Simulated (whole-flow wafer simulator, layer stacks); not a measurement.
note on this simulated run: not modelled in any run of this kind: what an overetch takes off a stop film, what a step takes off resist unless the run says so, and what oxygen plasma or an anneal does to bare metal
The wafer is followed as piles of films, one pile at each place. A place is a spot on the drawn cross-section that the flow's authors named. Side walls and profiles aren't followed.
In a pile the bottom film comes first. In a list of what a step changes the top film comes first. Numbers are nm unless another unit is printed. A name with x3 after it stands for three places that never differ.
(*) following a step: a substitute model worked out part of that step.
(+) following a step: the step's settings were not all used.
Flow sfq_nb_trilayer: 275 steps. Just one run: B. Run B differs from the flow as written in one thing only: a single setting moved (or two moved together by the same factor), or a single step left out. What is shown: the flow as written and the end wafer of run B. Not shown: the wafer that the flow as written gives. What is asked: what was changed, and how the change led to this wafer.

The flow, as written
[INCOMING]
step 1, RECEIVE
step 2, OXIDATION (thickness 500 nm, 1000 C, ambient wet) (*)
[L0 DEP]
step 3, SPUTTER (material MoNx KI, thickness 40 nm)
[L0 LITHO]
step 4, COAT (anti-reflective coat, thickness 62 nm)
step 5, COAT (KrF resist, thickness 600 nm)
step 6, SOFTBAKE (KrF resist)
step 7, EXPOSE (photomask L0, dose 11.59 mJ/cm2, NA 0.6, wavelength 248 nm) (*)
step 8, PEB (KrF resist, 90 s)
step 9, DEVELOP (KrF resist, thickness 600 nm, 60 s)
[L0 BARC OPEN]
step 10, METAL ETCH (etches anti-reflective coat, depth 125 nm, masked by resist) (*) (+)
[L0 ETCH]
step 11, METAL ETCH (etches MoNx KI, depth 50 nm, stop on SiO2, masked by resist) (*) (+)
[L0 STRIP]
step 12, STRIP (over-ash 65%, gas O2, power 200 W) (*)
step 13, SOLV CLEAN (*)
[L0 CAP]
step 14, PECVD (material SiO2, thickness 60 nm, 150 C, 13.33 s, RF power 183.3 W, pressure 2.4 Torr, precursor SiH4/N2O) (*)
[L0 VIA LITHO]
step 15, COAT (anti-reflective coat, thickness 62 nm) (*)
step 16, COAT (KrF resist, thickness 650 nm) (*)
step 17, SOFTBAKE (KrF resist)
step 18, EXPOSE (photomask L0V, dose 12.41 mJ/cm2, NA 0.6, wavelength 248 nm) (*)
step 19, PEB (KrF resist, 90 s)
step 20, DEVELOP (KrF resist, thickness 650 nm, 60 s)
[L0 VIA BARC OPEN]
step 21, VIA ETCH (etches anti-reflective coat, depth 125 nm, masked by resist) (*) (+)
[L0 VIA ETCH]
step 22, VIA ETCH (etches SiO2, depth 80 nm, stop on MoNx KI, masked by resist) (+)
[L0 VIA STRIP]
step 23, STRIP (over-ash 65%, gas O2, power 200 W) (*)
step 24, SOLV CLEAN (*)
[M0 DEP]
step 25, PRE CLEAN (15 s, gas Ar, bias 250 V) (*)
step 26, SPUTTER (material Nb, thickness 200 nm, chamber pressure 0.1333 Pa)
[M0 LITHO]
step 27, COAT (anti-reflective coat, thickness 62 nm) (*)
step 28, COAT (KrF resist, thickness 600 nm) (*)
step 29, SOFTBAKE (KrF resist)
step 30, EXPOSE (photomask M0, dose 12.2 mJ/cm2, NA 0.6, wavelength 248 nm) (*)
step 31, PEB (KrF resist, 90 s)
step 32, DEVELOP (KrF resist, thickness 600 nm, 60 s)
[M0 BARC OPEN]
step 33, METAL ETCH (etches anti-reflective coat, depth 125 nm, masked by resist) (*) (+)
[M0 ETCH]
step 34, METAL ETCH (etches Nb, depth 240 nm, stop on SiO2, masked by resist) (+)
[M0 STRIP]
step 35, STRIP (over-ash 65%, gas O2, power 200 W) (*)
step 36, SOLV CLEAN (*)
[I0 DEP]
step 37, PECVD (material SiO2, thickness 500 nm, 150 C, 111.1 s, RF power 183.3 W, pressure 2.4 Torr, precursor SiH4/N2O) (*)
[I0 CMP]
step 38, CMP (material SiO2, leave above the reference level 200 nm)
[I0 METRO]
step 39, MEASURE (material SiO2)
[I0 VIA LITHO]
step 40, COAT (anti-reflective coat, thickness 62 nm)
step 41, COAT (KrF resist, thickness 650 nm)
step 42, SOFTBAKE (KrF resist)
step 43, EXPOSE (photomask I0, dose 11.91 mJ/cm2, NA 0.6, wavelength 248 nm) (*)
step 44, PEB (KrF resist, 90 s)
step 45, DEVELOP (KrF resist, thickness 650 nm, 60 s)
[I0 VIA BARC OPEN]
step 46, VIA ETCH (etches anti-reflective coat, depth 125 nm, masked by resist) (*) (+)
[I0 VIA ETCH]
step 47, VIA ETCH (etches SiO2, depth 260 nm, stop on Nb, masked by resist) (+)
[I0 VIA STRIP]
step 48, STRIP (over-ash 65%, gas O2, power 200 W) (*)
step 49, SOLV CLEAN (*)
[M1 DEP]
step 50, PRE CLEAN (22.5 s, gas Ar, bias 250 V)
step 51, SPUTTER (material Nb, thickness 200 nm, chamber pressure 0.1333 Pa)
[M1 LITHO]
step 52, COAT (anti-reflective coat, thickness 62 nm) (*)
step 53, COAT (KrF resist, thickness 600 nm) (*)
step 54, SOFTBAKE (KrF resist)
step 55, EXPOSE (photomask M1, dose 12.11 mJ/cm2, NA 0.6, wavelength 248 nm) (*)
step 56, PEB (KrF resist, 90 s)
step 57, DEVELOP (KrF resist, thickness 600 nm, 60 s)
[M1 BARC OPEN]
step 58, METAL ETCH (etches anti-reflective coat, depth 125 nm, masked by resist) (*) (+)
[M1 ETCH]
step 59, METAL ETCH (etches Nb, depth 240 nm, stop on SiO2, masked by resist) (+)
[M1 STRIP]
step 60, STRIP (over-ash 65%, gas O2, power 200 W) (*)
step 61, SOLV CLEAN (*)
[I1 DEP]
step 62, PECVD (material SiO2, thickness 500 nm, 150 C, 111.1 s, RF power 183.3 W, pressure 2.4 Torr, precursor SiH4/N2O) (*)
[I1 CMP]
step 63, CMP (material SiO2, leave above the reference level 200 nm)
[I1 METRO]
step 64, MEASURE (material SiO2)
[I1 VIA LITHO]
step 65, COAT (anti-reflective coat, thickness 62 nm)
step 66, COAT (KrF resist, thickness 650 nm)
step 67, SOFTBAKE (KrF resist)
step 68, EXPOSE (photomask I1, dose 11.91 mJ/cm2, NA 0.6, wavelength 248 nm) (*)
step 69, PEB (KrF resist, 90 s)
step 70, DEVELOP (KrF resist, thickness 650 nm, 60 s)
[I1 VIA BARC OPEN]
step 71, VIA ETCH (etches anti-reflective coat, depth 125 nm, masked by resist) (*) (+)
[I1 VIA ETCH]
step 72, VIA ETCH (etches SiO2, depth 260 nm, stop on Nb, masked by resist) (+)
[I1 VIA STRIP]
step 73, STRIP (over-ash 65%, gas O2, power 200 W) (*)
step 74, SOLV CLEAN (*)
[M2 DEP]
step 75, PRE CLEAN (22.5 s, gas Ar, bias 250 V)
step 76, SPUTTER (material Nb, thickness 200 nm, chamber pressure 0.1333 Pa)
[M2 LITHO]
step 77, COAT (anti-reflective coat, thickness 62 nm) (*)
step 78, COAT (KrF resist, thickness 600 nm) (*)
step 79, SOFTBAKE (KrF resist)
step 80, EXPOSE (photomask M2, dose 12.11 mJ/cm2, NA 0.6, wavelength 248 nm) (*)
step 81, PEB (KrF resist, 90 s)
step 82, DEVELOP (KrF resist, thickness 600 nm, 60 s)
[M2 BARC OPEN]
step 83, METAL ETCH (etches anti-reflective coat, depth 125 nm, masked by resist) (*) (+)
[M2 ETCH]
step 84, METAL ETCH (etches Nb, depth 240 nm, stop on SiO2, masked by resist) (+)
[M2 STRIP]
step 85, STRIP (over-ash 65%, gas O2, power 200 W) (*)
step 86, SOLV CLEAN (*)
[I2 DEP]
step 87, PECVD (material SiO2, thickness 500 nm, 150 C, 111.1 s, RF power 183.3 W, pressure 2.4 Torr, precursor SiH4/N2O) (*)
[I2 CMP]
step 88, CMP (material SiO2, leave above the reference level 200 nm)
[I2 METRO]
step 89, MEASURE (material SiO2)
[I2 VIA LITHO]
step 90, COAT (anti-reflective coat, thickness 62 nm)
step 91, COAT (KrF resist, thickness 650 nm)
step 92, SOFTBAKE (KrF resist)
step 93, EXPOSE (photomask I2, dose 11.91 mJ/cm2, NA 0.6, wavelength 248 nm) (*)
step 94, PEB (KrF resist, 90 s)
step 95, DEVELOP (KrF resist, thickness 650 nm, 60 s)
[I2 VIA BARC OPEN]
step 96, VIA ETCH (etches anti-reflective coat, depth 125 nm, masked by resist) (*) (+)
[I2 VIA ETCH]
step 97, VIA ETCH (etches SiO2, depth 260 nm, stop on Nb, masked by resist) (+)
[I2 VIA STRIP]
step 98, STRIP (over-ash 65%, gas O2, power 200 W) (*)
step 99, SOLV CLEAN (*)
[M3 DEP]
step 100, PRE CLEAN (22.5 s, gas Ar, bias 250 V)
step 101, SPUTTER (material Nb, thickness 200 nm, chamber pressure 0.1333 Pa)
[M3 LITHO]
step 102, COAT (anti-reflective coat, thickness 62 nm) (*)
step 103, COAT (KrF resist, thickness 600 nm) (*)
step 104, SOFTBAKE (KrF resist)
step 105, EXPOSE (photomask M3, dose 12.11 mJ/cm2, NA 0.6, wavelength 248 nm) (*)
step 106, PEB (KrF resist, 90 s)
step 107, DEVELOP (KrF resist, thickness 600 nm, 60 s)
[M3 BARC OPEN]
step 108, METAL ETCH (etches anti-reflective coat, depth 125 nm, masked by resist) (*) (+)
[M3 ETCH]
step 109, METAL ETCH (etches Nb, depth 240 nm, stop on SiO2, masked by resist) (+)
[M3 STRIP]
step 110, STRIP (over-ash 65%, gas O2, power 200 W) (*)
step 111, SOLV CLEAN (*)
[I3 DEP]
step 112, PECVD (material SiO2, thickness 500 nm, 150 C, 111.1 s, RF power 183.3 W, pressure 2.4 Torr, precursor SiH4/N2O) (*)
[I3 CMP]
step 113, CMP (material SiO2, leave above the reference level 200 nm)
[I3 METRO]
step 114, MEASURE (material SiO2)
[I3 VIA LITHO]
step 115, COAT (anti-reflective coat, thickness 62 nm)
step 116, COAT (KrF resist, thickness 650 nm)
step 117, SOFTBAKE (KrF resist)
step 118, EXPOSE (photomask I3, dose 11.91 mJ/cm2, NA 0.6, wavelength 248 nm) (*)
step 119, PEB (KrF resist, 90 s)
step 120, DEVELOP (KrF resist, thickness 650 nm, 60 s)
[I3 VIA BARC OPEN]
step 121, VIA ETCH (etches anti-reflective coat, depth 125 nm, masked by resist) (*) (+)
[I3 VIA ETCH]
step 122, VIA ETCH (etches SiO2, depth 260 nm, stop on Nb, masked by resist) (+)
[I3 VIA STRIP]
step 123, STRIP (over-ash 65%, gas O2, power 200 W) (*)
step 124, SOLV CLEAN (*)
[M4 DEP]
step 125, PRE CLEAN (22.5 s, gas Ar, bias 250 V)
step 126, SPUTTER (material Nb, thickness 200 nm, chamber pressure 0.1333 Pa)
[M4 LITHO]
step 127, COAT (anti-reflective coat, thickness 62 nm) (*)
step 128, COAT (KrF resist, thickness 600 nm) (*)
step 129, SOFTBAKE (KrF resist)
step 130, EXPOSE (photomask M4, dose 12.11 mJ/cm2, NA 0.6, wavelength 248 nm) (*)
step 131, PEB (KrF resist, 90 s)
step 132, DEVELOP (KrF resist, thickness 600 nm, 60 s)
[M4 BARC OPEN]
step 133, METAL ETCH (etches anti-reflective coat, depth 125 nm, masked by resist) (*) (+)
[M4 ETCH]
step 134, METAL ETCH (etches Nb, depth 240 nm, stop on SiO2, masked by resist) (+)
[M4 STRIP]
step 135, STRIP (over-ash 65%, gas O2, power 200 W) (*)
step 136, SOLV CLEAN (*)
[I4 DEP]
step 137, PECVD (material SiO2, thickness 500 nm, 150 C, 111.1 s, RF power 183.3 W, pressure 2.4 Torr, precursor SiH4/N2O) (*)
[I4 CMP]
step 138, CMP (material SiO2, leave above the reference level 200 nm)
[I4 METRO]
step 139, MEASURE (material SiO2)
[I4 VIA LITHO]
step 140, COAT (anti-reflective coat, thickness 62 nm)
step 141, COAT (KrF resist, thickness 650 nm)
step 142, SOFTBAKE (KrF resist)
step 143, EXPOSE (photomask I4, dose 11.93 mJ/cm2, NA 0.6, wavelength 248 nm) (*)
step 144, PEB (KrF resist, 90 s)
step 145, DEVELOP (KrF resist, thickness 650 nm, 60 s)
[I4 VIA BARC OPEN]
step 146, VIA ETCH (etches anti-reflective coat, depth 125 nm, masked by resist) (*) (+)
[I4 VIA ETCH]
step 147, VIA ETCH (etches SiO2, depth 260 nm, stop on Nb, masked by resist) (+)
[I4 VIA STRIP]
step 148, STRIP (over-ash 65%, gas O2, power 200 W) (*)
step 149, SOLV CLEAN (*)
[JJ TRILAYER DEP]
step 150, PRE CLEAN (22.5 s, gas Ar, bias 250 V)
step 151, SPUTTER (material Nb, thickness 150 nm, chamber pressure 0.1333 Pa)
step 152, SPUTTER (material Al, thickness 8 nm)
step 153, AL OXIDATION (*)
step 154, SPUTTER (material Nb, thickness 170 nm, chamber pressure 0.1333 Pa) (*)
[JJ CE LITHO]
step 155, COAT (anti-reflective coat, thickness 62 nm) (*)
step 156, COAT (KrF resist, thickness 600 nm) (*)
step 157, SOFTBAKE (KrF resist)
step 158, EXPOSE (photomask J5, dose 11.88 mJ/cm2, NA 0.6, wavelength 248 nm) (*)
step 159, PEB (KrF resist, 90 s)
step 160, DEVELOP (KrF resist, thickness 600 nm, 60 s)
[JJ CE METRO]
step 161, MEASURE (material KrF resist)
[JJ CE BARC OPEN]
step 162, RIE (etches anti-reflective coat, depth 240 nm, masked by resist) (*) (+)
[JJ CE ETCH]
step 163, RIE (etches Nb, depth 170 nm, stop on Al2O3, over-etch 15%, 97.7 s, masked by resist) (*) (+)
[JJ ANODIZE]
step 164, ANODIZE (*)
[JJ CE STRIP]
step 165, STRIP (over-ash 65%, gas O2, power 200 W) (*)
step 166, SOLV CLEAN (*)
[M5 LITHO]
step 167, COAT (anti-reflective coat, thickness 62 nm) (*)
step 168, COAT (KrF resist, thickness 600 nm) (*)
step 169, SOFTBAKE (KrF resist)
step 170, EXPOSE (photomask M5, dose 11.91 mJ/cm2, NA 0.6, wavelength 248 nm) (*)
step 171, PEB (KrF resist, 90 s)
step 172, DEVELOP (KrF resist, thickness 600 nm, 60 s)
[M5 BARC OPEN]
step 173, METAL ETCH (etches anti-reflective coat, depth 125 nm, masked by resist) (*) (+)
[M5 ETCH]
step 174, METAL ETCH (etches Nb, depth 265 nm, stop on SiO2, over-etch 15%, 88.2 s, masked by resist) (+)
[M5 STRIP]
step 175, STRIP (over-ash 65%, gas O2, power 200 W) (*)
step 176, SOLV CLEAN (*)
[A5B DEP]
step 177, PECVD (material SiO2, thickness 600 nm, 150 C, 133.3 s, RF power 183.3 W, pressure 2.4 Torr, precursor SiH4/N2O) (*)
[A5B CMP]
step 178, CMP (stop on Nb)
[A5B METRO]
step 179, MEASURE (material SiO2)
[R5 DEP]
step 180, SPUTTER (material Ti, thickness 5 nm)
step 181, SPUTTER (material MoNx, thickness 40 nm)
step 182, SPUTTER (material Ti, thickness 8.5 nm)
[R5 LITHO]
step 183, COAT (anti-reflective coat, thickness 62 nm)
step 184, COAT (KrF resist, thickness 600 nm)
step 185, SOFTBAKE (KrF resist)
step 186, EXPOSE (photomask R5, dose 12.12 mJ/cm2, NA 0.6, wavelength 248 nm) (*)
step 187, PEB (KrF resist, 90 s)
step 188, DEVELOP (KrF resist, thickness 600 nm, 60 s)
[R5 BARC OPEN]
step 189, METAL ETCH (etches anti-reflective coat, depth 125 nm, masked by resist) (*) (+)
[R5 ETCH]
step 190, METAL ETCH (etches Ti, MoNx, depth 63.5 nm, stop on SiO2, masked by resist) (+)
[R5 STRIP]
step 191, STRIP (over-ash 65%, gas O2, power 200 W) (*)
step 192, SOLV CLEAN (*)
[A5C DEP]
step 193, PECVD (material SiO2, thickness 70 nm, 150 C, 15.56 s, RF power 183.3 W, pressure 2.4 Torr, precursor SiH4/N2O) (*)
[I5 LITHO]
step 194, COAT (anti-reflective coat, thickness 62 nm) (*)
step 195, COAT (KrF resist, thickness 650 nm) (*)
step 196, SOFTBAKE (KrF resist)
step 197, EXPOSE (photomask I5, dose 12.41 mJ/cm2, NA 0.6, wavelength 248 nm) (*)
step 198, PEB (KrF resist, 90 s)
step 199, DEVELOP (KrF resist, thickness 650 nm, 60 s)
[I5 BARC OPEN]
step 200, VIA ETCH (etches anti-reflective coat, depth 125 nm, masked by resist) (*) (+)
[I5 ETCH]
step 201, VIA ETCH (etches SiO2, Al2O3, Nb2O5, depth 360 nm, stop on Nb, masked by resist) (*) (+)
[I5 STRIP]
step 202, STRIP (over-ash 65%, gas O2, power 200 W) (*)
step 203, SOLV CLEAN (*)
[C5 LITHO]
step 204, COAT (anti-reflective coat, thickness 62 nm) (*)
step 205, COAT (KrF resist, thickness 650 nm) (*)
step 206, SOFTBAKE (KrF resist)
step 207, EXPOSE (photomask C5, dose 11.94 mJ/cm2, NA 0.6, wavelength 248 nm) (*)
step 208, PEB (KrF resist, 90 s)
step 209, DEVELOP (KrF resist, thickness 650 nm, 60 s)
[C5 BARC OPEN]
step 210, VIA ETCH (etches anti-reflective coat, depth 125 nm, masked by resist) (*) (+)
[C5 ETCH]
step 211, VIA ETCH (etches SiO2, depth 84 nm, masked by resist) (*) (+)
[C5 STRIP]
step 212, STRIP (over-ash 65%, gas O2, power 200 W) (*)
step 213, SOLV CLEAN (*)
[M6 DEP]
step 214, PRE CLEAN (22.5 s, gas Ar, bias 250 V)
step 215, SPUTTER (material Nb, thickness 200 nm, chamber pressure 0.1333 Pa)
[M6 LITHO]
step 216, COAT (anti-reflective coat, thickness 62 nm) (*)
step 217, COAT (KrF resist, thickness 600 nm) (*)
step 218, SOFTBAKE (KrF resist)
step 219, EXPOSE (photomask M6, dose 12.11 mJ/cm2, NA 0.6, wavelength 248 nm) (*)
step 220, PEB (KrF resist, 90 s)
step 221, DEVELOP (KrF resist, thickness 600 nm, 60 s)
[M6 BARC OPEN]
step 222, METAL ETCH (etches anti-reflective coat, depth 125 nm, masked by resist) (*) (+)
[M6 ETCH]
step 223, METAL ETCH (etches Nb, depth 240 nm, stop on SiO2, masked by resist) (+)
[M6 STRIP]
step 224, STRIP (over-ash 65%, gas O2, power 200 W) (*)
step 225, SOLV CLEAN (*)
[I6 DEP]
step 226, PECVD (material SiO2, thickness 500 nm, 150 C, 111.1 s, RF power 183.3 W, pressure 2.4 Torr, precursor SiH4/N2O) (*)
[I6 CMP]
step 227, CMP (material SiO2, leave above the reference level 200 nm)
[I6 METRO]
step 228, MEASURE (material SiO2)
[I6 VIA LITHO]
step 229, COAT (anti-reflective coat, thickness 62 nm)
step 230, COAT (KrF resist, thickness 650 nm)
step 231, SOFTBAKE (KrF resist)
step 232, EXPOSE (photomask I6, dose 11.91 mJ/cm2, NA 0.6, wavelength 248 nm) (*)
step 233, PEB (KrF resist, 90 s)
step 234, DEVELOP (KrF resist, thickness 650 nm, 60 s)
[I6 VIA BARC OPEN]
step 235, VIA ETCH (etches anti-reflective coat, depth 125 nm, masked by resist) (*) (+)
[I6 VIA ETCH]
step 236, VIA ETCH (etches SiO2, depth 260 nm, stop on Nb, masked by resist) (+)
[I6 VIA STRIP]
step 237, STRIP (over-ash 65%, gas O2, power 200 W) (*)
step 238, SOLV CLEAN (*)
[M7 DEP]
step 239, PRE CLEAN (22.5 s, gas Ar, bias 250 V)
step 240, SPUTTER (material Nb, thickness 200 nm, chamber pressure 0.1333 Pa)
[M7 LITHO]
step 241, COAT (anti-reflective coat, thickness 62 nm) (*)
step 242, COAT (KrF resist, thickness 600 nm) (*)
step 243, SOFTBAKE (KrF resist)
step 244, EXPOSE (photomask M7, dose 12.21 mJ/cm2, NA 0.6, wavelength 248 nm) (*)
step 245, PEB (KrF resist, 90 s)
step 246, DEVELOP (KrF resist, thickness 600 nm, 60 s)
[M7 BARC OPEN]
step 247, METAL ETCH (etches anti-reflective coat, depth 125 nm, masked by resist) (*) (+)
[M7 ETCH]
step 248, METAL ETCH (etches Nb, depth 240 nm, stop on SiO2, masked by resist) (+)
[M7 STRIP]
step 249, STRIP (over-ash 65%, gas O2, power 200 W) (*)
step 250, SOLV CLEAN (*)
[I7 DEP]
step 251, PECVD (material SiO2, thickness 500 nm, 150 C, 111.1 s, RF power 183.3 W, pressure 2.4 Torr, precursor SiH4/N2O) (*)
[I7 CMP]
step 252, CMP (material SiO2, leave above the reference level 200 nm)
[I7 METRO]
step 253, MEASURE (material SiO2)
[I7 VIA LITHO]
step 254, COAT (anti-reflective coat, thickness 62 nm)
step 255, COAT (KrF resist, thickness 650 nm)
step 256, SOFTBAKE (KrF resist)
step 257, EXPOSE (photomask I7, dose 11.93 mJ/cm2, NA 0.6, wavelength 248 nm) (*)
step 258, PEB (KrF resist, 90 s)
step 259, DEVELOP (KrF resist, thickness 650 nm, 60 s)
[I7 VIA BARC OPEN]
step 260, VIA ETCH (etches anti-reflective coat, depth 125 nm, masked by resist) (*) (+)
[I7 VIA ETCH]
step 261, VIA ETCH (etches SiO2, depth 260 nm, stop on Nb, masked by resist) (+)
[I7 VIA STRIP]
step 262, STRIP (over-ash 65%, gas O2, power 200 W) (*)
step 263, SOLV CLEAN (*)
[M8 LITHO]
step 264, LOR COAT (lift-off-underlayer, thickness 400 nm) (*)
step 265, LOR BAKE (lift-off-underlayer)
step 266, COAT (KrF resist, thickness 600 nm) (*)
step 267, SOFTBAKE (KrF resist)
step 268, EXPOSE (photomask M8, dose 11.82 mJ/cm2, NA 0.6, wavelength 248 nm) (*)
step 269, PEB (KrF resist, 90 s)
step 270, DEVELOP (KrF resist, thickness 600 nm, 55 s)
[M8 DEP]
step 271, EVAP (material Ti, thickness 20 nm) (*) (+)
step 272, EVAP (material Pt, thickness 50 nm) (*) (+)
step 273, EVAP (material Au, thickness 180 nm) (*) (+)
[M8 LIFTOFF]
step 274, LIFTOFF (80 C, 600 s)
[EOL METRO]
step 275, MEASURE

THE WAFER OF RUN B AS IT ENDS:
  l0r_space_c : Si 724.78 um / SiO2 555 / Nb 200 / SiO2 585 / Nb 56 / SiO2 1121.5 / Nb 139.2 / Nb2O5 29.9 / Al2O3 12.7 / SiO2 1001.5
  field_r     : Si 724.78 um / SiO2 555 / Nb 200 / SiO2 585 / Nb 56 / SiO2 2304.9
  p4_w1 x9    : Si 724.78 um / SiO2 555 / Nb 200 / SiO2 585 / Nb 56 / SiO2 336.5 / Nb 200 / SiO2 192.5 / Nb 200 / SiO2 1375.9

Cause: step 84, METAL ETCH: depth 144 nm was run, whereas the flow has depth 240 nm.

The path from the change to this, step by step:
  step 84, METAL ETCH (etches Nb, depth 240 nm, stop on SiO2, masked by resist) (+)
      field_l, be, be_sur and 81 more: -144 Nb (it would be, as written: -200 Nb (all of it))
      v_sur, via_wl, via_w and 19 more: -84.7 KrF resist (it would be, as written: -141.2 KrF resist)
  step 85, STRIP (over-ash 65%, gas O2, power 200 W) (*)
      wl_j_sl, wl_jj, wl_j_sr and 12 more: -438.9 KrF resist (all of it), -62 anti-reflective coat (all of it) (it would be, as written: -382.4 KrF resist (all of it), -62 anti-reflective coat (all of it))
      v_sur: -436.5 KrF resist (all of it), -61.4 anti-reflective coat (all of it) (it would be, as written: -380 KrF resist (all of it), -61.4 anti-reflective coat (all of it))
      (as well as at 6 more places)
  step 87, PECVD (material SiO2, thickness 500 nm, 150 C, 111.1 s, RF power 183.3 W, pressure 2.4 Torr, precursor SiH4/N2O) (*)
      field_l, be, be_sur and 81 more: +500 SiO2 (new film) (it would be, as written: +500 SiO2)
  step 88, CMP (material SiO2, leave above the reference level 200 nm)
      field_l, be, be_sur and 81 more: -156 SiO2 (it would be, as written: -100 SiO2)
With metal films that touch counted as one body, l0r_space_c has 3 bodies (between them, from the top down: SiO2 1121.5; SiO2 585); the flow as written gives 2 bodies (between them, from the top down: SiO2 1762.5).
With metal films that touch counted as one body, field_r has 2 bodies (between them, from the top down: SiO2 585); the flow as written gives 1 body.
With metal films that touch counted as one body, p4_w1 x9 has 4 bodies (between them, from the top down: SiO2 192.5; SiO2 336.5; SiO2 585); the flow as written gives 3 bodies (between them, from the top down: SiO2 192.5; SiO2 977.5).
